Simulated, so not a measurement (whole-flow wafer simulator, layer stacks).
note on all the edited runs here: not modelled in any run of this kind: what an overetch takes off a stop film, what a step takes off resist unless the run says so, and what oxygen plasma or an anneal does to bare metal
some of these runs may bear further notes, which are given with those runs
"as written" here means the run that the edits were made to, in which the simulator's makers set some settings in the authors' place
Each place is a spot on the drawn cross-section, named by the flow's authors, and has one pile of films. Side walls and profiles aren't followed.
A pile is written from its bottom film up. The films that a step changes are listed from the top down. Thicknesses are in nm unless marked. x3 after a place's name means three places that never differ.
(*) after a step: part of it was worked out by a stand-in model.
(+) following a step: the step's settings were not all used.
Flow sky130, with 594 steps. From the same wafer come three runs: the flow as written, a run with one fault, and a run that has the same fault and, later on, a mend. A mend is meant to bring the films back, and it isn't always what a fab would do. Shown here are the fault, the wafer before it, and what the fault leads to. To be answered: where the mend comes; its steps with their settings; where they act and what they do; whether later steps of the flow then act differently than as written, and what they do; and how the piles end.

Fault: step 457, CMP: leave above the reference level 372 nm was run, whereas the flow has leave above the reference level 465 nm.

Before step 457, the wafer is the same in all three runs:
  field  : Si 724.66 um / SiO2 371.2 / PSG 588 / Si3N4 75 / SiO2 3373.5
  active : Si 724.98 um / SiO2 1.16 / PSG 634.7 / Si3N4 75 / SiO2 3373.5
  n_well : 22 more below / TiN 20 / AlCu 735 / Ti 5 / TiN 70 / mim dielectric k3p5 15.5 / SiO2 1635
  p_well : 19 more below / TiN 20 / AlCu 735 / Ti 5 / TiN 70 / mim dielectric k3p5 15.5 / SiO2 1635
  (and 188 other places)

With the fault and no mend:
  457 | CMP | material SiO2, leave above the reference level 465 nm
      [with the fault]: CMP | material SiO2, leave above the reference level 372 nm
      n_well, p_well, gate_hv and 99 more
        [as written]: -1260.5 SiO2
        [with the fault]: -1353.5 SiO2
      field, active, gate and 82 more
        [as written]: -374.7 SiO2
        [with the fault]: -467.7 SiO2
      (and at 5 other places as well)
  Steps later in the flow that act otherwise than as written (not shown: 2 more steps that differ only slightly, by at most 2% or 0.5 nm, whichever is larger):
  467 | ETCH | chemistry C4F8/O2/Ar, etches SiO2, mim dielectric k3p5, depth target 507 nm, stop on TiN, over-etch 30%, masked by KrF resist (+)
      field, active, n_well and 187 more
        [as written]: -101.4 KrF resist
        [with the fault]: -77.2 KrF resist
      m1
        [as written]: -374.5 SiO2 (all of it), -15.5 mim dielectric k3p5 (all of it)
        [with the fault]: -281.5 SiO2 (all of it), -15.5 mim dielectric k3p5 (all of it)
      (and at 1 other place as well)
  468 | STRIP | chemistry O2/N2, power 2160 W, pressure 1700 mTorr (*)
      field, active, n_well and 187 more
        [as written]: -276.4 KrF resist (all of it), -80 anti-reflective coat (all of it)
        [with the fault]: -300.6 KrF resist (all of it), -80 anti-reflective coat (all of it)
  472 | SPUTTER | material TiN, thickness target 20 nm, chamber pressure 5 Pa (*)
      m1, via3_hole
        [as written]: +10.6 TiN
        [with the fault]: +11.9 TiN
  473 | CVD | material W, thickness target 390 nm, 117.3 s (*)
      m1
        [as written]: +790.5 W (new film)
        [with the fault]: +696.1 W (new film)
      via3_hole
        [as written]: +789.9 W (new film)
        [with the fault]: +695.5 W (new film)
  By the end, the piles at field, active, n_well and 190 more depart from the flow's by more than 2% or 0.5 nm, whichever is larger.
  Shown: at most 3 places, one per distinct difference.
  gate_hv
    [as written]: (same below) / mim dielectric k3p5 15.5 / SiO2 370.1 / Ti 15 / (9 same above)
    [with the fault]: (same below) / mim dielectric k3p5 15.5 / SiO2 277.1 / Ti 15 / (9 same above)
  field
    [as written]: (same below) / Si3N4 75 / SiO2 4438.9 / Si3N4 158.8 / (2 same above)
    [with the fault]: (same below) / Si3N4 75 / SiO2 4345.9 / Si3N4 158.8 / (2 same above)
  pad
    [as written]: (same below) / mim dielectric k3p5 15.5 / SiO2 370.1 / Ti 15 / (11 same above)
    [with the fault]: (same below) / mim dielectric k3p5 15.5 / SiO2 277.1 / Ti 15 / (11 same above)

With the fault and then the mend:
  After step 457 comes the mend.
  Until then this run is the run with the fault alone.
  457a | HDPCVD | thickness target 93 nm (*) (the flow's step 456 again, with other settings)
      field, active, n_well and 189 more
        +93 SiO2
  None of the later steps of the flow differs from how it acts as written, at any place that is followed, by more than 2% or 0.5 nm, whichever is larger.
  The piles end the same as the flow's at every place that both follow.
